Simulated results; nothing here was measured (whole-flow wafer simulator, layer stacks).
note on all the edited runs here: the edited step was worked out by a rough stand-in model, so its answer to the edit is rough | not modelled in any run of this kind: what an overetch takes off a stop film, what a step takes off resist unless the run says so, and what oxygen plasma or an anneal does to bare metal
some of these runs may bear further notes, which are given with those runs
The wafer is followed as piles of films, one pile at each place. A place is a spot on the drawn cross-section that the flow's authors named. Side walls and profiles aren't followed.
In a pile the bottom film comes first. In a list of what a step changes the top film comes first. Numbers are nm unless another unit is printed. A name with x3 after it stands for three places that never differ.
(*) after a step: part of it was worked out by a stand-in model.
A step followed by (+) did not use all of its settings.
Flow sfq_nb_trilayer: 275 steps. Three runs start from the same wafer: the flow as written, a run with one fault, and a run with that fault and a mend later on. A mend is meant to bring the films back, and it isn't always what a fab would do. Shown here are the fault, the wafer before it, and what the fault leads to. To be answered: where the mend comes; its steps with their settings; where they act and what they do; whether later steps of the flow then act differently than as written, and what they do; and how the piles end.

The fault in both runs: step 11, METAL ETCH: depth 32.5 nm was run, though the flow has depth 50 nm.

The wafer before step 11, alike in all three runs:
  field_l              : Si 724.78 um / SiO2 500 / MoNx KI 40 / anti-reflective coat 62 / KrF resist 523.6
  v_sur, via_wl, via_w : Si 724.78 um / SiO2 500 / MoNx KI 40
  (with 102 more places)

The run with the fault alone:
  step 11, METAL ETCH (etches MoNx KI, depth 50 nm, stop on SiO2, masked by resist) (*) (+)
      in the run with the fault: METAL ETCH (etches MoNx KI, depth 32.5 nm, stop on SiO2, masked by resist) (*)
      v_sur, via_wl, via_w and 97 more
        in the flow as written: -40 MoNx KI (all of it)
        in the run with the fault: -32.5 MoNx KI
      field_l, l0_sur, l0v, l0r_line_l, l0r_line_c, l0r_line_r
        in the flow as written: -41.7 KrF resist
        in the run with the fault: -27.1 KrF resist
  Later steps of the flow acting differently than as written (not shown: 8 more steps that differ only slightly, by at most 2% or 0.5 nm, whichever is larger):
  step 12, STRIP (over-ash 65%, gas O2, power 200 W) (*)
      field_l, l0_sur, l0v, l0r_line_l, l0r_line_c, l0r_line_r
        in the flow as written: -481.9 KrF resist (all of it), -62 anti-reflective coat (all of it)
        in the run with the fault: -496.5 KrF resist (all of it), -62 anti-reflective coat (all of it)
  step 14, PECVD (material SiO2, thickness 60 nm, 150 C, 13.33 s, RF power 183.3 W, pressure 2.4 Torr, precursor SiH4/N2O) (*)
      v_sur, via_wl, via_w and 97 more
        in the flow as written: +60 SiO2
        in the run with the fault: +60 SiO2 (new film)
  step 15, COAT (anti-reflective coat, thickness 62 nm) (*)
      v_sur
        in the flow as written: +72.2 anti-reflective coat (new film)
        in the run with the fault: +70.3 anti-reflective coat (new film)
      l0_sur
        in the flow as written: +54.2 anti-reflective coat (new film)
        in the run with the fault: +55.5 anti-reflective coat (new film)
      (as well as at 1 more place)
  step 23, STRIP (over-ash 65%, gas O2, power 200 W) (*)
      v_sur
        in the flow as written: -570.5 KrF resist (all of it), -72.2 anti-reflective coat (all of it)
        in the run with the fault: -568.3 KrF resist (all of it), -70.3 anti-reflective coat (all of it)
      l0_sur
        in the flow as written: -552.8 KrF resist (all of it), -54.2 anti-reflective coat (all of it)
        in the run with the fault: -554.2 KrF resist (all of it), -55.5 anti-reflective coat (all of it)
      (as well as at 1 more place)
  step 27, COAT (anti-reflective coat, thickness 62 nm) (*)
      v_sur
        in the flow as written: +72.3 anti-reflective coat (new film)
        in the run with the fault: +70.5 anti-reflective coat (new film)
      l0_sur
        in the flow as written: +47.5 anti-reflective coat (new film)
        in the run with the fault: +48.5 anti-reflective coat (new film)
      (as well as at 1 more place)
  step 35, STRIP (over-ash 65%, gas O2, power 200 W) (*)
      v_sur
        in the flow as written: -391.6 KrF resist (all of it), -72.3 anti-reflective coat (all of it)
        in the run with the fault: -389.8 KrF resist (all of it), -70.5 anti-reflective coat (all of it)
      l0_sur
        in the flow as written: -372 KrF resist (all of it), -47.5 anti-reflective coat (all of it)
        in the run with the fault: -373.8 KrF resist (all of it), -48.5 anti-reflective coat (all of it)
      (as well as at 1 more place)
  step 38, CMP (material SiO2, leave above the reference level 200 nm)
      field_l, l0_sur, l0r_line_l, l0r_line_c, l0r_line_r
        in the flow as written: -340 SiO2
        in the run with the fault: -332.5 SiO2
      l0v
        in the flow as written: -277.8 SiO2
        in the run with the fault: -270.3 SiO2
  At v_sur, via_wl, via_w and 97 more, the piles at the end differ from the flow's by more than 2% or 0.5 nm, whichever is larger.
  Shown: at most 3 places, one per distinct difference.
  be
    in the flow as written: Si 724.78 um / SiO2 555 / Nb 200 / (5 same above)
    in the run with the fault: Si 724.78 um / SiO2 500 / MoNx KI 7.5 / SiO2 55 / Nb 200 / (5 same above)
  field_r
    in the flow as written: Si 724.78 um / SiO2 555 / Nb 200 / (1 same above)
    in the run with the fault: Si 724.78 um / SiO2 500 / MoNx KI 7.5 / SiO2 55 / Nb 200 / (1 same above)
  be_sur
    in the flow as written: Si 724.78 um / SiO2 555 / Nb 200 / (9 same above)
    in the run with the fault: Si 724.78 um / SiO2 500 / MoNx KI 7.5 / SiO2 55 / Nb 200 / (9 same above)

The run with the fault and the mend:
  After step 12 comes the mend.
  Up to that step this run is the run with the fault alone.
  step 12a, COAT (anti-reflective coat, thickness 62 nm) (*) (the flow's step 4, run once more)
      p4_fl x3, p4_w1 x9, p4_g1 x2 and 59 more
        +62 anti-reflective coat (new film)
      be, be_sur, gap and 10 more
        +63.4 anti-reflective coat (new film)
      via_v, wire, field_r, lsp_l
        +63.5 anti-reflective coat (new film)
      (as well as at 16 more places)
  step 12b, COAT (KrF resist, thickness 600 nm) (*) (the flow's step 5, run once more)
      p4_fl x3, p4_w1 x9, p4_g1 x2 and 59 more
        +600 KrF resist (new film)
      gap, jj_sur, ce_l, c5j, be_r, r_sur, res
        +605.5 KrF resist (new film)
      l0r_line_l, l0r_line_c, l0r_line_r
        +596.6 KrF resist (new film)
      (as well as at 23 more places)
  step 12c, SOFTBAKE (KrF resist) (the flow's step 6, run once more)
      does not change any film at any place that is followed
  step 12d, EXPOSE (photomask L0, dose 11.59 mJ/cm2, NA 0.6, wavelength 248 nm) (*) (the flow's step 7, run once more)
      does not change any film at any place that is followed
  step 12e, PEB (KrF resist, 90 s) (the flow's step 8, run once more)
      p4_fl x3, p4_w1 x9, p4_g1 x2 and 62 more
        -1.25 KrF resist
      v_sur, via_w, via_wr and 17 more
        -1.27 KrF resist
      ce_l, c5j, sp_r, be_r, r_sur
        -1.26 KrF resist
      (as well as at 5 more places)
  step 12f, DEVELOP (KrF resist, thickness 600 nm, 60 s) (the flow's step 9, run once more)
      p4_fl x3, p4_w1 x9, p4_g1 x2 and 59 more
        -598.7 KrF resist (all of it)
      jj_sur, ce_l, c5j, ce_r, sp_r, be_r, r_sur
        -604.2 KrF resist (all of it)
      field_l, l0_sur, l0v, l0r_line_l, l0r_line_c, l0r_line_r
        -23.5 KrF resist
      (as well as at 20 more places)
  step 12g, METAL ETCH (etches anti-reflective coat, depth 125 nm, masked by resist) (*) (+) (the flow's step 10, run once more)
      p4_fl x3, p4_w1 x9, p4_g1 x2 and 59 more
        -62 anti-reflective coat (all of it)
      be, be_sur, gap and 10 more
        -63.4 anti-reflective coat (all of it)
      field_l, l0_sur, l0v, l0r_line_l, l0r_line_c, l0r_line_r
        -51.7 KrF resist
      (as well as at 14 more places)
  step 12h, METAL ETCH (etches MoNx KI, depth 17.5 nm, stop on SiO2, masked by resist) (+) (the flow's step 11, run once more with other settings)
      v_sur, via_wl, via_w and 97 more
        -7.5 MoNx KI (all of it)
      field_l, l0_sur, l0r_line_l, l0r_line_c, l0r_line_r
        -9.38 KrF resist
      l0v
        -9.37 KrF resist
  step 12i, STRIP (over-ash 65%, gas O2, power 200 W) (*) (the flow's step 12, run once more)
      l0r_line_l, l0r_line_c, l0r_line_r
        -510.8 KrF resist (all of it), -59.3 anti-reflective coat (all of it)
      field_l
        -506.6 KrF resist (all of it), -57.3 anti-reflective coat (all of it)
      l0_sur
        -508.1 KrF resist (all of it), -55 anti-reflective coat (all of it)
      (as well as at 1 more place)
  Every later step of the flow that is run acts as written at every place that is followed.
  The piles end the same as the flow's at every place that both follow.
